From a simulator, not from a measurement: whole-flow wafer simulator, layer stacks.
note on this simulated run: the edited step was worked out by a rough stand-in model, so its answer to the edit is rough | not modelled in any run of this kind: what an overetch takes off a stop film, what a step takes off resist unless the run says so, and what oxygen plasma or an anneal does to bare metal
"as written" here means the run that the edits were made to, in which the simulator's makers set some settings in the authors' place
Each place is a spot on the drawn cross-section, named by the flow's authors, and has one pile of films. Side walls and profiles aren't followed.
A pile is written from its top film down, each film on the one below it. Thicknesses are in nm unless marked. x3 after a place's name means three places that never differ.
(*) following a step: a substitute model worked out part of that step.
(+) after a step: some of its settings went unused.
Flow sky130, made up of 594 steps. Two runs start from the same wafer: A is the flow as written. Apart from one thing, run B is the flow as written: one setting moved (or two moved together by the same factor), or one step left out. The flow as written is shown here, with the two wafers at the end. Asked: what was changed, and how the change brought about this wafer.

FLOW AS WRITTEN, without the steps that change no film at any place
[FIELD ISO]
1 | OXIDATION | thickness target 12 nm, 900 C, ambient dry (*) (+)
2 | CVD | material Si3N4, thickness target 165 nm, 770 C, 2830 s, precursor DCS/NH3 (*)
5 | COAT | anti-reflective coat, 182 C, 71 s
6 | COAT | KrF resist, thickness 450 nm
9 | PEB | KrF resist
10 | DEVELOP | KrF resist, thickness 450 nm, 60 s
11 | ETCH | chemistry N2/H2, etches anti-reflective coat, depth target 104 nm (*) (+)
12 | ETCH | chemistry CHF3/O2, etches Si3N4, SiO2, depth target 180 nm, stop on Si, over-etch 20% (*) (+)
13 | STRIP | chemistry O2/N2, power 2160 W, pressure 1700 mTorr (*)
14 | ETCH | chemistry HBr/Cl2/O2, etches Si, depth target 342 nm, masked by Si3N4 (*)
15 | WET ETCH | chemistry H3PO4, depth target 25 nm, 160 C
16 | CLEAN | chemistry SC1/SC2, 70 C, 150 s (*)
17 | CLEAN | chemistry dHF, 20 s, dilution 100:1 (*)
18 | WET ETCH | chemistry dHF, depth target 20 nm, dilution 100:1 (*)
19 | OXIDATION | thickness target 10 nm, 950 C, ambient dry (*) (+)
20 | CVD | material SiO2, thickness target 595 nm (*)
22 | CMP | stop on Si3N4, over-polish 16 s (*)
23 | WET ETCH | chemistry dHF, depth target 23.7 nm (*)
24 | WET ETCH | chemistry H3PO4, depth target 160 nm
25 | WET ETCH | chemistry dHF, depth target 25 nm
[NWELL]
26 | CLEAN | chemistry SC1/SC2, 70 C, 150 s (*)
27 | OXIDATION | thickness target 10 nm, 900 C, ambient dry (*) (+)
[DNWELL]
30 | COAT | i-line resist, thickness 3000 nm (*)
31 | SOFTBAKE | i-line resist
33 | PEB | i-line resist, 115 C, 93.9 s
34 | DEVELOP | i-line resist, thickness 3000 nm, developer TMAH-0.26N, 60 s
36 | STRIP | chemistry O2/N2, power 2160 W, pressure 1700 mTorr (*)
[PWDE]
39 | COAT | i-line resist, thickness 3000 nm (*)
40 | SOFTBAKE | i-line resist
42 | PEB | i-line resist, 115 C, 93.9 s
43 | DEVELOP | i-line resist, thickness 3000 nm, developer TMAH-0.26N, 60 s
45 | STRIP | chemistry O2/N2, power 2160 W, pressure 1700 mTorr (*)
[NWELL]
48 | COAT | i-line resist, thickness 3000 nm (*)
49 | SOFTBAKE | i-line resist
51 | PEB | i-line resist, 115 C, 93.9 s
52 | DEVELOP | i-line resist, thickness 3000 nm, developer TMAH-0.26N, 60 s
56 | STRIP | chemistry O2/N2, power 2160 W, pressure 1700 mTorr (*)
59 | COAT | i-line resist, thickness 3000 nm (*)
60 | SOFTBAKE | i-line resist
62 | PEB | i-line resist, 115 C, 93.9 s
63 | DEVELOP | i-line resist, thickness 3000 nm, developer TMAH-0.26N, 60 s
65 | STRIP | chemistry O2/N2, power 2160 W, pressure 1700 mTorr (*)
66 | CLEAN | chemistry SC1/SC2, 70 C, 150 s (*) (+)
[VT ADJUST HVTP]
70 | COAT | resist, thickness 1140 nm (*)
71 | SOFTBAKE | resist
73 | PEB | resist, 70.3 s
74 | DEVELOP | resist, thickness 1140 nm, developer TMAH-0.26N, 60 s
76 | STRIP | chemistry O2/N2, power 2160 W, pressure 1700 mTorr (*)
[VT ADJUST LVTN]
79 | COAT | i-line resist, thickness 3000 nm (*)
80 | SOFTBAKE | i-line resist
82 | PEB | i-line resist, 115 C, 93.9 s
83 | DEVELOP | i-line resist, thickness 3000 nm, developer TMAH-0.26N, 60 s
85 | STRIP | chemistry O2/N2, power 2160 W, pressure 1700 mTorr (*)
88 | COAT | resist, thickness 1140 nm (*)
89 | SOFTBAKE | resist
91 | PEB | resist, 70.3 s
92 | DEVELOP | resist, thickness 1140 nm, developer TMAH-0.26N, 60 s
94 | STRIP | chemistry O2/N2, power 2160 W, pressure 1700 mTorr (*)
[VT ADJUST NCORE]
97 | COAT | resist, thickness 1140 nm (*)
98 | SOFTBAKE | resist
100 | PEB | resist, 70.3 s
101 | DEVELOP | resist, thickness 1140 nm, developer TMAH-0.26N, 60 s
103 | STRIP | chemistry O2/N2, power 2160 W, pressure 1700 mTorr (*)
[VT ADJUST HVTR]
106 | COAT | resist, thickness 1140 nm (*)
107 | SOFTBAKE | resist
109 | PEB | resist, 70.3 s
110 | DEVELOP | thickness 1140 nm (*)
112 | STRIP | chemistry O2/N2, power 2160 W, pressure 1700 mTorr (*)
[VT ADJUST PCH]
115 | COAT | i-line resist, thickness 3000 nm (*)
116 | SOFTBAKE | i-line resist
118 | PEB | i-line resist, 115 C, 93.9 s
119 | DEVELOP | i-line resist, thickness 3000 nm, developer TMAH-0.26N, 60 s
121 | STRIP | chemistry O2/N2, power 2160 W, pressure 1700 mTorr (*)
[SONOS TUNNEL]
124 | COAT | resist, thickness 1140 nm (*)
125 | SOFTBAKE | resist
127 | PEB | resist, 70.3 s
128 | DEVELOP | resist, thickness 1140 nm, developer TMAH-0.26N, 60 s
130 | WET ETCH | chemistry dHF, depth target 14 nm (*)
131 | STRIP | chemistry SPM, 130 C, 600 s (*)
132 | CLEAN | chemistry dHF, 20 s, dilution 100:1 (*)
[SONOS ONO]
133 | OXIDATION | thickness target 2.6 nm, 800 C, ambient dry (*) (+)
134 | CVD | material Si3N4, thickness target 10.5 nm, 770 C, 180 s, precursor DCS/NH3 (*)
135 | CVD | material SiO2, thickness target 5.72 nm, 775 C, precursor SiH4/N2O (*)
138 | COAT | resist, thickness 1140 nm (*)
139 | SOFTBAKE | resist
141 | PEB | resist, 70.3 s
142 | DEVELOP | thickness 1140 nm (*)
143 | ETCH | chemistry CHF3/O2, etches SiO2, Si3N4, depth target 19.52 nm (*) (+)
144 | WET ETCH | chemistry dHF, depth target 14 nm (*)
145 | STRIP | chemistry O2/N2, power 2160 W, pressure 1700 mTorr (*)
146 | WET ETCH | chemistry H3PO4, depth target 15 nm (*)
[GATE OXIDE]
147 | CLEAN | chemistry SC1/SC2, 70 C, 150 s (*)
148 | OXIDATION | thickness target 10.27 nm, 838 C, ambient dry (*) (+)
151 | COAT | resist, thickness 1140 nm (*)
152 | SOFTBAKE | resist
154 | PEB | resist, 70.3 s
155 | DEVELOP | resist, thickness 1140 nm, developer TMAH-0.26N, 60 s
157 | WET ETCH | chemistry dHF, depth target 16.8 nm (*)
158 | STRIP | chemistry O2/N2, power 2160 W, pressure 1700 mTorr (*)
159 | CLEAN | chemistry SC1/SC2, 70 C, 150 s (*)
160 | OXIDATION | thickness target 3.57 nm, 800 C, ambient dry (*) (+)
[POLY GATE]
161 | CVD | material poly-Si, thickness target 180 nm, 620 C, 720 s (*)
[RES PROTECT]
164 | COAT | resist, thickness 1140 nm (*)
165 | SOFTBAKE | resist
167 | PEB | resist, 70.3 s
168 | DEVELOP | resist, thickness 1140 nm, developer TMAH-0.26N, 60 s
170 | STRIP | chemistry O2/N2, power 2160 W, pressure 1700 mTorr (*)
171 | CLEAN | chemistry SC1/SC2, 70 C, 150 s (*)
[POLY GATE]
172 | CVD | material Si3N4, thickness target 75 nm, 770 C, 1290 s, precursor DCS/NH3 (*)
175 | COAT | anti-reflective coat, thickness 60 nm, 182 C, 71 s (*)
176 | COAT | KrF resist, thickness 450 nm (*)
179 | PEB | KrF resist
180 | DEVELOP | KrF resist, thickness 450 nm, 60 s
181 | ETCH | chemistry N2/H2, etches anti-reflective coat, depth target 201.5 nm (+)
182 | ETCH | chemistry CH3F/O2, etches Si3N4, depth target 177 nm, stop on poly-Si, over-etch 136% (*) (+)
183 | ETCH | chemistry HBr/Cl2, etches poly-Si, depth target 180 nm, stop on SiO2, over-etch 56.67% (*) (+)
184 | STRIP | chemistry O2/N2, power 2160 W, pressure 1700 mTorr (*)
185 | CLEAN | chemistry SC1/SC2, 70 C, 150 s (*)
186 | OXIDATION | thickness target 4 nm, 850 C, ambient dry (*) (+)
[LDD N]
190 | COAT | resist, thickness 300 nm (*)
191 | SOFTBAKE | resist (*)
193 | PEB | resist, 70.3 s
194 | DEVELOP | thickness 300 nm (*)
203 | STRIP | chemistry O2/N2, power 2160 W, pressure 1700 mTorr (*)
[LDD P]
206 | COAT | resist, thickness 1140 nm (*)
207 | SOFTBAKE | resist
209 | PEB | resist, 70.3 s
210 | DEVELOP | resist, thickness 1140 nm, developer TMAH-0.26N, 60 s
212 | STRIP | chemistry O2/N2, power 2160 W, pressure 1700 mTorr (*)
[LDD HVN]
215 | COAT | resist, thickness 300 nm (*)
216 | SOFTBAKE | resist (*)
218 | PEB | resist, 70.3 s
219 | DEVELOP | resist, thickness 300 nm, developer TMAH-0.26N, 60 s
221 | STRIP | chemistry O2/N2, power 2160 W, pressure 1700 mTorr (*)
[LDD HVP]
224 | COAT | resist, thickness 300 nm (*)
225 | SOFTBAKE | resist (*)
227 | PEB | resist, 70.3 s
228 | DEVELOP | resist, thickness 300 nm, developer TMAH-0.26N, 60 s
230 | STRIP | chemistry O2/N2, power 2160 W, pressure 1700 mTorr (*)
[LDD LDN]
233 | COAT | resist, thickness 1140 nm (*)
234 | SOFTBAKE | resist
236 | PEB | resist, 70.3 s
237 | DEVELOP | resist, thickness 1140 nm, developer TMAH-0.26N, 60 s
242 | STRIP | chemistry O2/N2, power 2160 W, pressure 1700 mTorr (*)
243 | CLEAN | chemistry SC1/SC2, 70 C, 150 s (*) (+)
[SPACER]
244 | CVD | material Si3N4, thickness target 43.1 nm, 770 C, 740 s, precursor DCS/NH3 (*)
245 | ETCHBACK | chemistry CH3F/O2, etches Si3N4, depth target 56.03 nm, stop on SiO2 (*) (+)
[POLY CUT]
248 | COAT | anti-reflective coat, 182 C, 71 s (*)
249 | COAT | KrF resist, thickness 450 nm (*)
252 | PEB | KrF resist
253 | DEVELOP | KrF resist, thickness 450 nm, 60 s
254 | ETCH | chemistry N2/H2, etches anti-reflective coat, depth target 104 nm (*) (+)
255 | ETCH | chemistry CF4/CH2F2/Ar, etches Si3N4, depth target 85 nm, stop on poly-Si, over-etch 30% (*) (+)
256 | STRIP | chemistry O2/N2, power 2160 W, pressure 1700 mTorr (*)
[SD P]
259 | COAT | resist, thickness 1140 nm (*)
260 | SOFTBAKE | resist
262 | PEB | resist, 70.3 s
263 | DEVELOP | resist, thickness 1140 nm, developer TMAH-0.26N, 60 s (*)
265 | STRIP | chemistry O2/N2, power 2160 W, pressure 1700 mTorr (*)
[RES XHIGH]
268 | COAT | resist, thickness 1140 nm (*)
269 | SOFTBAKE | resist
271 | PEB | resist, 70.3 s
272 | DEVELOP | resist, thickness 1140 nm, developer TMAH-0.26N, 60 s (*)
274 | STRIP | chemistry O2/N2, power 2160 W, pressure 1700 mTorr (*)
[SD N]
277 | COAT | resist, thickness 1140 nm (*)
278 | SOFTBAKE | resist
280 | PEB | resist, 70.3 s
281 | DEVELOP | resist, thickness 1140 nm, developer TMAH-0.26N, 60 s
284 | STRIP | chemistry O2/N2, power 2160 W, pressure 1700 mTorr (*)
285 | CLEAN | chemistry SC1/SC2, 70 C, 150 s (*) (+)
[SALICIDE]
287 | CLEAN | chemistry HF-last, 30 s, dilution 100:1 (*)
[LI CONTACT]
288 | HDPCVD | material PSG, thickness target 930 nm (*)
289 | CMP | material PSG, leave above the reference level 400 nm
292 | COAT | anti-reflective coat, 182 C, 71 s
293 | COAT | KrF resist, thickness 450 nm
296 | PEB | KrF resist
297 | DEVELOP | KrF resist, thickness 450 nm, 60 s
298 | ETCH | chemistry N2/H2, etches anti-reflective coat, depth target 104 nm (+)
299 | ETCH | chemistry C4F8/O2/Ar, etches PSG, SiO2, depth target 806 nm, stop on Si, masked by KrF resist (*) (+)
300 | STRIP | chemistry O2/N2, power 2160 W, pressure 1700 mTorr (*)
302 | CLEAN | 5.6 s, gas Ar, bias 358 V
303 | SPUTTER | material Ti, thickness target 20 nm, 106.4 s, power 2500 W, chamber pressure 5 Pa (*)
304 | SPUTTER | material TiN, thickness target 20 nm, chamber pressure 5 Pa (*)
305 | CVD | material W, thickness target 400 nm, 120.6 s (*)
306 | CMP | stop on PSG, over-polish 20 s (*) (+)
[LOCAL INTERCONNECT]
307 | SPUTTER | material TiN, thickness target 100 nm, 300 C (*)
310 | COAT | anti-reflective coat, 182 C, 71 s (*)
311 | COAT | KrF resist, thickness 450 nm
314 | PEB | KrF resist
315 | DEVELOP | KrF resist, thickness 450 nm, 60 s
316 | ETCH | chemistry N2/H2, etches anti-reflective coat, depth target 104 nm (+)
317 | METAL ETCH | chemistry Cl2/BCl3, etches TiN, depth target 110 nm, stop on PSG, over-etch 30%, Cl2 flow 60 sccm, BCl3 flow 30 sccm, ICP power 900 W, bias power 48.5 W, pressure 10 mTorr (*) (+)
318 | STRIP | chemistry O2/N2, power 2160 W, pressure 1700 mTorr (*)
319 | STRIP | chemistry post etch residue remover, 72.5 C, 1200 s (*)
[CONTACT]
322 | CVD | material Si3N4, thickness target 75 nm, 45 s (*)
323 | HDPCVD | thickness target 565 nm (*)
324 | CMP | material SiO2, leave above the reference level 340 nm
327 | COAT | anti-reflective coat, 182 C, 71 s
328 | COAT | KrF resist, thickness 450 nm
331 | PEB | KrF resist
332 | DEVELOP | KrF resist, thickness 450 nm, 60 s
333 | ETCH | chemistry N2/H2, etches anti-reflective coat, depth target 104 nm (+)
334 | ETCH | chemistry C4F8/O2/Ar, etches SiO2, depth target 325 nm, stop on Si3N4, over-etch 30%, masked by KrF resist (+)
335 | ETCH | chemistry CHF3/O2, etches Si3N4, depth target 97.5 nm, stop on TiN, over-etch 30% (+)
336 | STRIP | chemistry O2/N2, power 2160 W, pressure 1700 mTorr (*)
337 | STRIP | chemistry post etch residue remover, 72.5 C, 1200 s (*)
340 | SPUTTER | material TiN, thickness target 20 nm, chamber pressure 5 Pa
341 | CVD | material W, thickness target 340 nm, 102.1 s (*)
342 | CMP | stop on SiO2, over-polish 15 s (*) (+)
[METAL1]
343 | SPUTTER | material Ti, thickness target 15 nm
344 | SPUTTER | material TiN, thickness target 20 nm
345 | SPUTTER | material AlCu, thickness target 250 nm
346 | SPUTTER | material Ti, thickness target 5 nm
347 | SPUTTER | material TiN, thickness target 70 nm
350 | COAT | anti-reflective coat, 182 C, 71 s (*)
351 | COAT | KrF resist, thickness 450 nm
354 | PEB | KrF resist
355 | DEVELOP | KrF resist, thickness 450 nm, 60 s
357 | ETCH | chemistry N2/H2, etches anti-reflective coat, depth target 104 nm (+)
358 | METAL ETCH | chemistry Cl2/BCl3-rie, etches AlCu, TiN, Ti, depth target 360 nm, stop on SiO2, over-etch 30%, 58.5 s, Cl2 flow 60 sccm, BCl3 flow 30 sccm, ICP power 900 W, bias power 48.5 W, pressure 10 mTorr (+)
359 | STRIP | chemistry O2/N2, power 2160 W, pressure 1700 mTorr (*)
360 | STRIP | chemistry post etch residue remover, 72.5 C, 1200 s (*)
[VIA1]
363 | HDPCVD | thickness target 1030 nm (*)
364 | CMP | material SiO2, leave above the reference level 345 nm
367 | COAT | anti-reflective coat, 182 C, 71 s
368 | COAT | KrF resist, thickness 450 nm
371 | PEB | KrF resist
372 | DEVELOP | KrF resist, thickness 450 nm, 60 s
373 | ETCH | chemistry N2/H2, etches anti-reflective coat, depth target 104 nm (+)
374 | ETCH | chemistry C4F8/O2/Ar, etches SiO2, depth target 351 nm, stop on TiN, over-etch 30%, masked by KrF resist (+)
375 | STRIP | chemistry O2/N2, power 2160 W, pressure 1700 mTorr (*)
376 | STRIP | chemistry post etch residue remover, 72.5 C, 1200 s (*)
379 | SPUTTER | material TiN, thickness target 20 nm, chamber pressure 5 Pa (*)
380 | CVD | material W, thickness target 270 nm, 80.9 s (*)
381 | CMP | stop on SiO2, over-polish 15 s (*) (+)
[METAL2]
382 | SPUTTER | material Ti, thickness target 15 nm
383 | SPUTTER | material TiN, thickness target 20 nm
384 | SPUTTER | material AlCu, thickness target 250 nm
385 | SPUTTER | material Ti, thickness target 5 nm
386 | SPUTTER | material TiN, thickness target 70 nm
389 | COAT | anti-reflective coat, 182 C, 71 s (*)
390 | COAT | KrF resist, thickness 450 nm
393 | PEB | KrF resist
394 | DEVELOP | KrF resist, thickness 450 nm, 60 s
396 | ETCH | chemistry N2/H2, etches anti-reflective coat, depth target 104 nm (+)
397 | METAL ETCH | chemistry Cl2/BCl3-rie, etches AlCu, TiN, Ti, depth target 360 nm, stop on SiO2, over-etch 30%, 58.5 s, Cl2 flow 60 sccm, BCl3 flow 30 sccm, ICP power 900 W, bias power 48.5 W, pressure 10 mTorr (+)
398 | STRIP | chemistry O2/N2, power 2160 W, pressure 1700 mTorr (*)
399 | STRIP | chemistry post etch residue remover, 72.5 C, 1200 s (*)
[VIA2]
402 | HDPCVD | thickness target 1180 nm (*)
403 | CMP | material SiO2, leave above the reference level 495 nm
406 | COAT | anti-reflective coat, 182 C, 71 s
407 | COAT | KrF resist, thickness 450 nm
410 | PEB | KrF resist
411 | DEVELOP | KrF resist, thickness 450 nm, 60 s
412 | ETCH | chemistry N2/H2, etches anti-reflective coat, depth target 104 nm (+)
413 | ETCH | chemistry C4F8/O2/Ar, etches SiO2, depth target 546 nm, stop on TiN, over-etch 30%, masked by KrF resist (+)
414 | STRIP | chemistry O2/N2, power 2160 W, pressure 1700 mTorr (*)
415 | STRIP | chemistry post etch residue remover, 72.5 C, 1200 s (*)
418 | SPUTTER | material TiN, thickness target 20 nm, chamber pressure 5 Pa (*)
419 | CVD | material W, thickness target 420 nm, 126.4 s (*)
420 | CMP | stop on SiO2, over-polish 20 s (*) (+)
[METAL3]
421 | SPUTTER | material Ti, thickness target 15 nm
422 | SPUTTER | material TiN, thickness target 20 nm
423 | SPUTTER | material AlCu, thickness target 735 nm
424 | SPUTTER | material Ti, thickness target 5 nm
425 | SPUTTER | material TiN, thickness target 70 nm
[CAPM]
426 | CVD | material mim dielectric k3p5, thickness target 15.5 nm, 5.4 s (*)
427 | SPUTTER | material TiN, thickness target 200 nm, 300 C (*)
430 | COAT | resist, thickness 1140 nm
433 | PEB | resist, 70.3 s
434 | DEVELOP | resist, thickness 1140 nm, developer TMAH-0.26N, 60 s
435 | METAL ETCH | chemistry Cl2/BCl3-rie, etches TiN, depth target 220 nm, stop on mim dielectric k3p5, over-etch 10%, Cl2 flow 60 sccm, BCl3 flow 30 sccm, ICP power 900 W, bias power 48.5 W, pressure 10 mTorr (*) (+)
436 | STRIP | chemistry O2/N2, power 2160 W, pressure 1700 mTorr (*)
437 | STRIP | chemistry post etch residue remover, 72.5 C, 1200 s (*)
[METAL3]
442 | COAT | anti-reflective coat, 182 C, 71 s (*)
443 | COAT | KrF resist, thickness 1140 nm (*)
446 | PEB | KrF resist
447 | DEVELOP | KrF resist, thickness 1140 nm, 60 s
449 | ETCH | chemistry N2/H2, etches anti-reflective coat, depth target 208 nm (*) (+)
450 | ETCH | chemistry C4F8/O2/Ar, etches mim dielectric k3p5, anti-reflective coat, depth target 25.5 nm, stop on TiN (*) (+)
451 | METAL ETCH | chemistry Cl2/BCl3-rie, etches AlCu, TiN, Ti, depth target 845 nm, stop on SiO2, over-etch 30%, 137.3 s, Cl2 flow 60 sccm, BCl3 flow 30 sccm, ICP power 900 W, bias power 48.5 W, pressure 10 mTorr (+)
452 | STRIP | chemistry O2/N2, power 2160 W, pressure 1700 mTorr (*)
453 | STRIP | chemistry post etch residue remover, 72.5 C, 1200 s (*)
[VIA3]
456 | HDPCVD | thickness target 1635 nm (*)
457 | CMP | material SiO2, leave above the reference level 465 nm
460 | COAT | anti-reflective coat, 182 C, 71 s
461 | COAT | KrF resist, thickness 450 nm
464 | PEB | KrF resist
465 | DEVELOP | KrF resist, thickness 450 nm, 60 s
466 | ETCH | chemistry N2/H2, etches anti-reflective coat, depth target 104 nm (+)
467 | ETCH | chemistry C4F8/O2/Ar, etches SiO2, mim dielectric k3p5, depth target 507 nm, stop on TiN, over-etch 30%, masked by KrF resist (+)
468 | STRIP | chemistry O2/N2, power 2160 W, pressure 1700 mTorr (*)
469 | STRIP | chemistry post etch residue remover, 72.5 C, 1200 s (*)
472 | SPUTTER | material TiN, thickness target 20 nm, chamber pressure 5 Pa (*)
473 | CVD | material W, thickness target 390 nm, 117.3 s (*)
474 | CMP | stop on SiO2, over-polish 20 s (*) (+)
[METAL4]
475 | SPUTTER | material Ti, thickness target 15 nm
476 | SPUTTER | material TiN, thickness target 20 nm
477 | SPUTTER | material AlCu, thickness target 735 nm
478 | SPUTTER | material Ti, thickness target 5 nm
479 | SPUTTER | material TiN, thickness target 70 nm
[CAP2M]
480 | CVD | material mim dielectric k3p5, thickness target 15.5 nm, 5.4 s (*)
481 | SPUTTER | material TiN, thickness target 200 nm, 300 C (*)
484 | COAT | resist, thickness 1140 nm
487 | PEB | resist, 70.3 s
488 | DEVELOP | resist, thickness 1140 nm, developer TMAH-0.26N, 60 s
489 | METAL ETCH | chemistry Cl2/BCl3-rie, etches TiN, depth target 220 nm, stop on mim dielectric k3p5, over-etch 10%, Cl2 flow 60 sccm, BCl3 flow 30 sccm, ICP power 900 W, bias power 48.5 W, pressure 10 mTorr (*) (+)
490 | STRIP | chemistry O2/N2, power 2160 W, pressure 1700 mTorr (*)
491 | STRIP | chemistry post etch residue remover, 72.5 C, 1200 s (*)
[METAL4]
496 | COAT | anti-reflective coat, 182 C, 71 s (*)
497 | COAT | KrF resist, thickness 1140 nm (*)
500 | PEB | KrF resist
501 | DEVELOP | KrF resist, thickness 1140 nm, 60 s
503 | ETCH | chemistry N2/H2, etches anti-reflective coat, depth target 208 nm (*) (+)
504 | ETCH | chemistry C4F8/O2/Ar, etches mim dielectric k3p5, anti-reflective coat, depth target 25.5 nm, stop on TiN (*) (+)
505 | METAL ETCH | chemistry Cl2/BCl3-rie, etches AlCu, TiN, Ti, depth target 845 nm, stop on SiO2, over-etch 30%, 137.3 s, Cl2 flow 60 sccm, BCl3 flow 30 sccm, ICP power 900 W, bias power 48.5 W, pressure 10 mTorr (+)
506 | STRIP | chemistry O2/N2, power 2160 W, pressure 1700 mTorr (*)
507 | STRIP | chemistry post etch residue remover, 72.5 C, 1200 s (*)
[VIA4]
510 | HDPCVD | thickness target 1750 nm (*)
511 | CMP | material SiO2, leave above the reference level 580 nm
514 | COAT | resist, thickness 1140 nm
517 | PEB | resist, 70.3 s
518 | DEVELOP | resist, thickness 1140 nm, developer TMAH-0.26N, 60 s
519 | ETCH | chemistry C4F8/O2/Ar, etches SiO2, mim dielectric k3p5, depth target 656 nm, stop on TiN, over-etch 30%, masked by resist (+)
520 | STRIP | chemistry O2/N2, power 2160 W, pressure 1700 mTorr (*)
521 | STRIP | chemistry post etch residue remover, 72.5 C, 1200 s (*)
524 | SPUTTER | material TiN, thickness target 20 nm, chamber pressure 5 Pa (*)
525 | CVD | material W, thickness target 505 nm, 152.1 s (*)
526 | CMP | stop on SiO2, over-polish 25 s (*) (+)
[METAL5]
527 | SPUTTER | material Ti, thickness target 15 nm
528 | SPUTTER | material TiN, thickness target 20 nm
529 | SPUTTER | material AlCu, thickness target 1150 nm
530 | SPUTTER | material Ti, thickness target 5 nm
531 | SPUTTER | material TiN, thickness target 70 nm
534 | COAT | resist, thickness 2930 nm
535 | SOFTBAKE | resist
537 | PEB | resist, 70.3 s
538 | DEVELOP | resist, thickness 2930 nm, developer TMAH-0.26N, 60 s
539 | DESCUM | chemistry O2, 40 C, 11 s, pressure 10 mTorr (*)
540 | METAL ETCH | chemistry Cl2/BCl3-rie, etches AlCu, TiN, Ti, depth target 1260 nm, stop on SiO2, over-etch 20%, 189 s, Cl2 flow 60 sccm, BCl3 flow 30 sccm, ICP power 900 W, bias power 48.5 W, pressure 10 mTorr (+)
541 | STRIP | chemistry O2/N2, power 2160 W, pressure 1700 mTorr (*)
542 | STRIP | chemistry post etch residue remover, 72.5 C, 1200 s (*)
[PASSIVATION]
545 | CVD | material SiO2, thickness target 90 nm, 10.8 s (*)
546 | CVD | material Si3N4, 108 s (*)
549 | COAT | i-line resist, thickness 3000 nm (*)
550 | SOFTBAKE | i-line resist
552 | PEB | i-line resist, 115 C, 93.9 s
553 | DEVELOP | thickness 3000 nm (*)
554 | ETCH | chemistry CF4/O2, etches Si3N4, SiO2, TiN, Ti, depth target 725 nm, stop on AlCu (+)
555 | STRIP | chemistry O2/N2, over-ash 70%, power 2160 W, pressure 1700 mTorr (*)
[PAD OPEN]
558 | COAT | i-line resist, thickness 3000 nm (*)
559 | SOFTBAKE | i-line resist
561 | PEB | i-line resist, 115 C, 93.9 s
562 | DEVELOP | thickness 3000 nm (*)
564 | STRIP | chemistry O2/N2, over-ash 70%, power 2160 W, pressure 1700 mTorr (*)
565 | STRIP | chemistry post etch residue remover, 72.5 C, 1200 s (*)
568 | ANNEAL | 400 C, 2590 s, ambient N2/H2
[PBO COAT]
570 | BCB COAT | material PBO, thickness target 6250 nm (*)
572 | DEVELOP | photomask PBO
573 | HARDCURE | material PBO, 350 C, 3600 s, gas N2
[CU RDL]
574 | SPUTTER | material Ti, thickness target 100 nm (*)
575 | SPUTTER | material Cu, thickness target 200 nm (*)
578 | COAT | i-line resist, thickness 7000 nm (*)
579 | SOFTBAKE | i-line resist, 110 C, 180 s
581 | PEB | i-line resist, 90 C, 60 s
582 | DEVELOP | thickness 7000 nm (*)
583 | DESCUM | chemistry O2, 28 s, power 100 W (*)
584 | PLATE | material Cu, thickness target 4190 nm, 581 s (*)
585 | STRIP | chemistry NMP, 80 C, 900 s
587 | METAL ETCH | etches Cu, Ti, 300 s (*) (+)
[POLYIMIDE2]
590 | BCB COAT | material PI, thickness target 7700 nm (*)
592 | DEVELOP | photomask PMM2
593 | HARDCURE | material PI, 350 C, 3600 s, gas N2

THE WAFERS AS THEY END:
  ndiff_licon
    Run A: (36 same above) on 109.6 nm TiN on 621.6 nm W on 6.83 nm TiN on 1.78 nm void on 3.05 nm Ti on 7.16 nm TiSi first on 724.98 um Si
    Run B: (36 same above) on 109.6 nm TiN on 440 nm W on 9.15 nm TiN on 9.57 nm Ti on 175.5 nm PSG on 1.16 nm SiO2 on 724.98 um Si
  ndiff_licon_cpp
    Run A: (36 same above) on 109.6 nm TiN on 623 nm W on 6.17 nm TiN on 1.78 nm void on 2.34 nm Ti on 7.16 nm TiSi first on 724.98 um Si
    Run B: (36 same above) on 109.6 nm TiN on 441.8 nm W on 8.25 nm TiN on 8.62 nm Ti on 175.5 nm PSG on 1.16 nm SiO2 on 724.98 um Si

The reason: step 299, ETCH: depth target 463 nm was run, while the flow as written has depth target 806 nm.

How this came from the change, step by step:
  299 | ETCH | chemistry C4F8/O2/Ar, etches PSG, SiO2, depth target 806 nm, stop on Si, masked by KrF resist (*) (+)
      contact, ndiff_licon, ndiff_licon_cpp: A -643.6 PSG (all of it), -1.16 SiO2 (all of it) | B -463 PSG
      field, active, n_well and 184 more: A -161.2 KrF resist | B -92.6 KrF resist
  300 | STRIP | chemistry O2/N2, power 2160 W, pressure 1700 mTorr (*)
      contact, ndiff_licon, ndiff_licon_cpp: A +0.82 chemical SiO2 (new film), -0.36 Si | B nothing
      field, active, n_well and 184 more: A -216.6 KrF resist (all of it), -80 anti-reflective coat (all of it) | B -285.2 KrF resist (all of it), -80 anti-reflective coat (all of it)
  302 | CLEAN | 5.6 s, gas Ar, bias 358 V
      contact, ndiff_licon, ndiff_licon_cpp: A -0.82 chemical SiO2 (all of it) | B -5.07 PSG
  303 | SPUTTER | material Ti, thickness target 20 nm, 106.4 s, power 2500 W, chamber pressure 5 Pa (*)
      ndiff_licon: A +7.24 Ti (new film) | B +9.57 Ti (new film)
      ndiff_licon_cpp: A +6.53 Ti (new film) | B +8.62 Ti (new film)
  304 | SPUTTER | material TiN, thickness target 20 nm, chamber pressure 5 Pa (*)
      ndiff_licon: A +6.83 TiN (new film) | B +9.15 TiN (new film)
      ndiff_licon_cpp: A +6.17 TiN (new film) | B +8.25 TiN (new film)
  305 | CVD | material W, thickness target 400 nm, 120.6 s (*)
      ndiff_licon: A +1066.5 W (new film) | B +884.9 W (new film)
      ndiff_licon_cpp: A +1067.9 W (new film) | B +886.7 W (new film)
  568 | ANNEAL | 400 C, 2590 s, ambient N2/H2
      ndiff_licon, ndiff_licon_cpp: A under 37 films: +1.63 void (new film), -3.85 Ti, +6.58 TiSi first (new film), -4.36 Si | B nothing
With metal films that touch counted as one body, ndiff_licon has 5 bodies (between them, from the top down: SiO2 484 / mim dielectric k3p5 15.5; SiO2 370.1 / mim dielectric k3p5 15.5; SiO2 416; SiO2 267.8); the flow as written gives 6 bodies (between them, from the top down: SiO2 484 / mim dielectric k3p5 15.5; SiO2 370.1 / mim dielectric k3p5 15.5; SiO2 416; SiO2 267.8; void 1.78).
With metal films that touch counted as one body, ndiff_licon_cpp has 5 bodies (between them, from the top down: SiO2 484 / mim dielectric k3p5 15.5; SiO2 370.1 / mim dielectric k3p5 15.5; SiO2 416; SiO2 267.8); the flow as written gives 6 bodies (between them, from the top down: SiO2 484 / mim dielectric k3p5 15.5; SiO2 370.1 / mim dielectric k3p5 15.5; SiO2 416; SiO2 267.8; void 1.78).
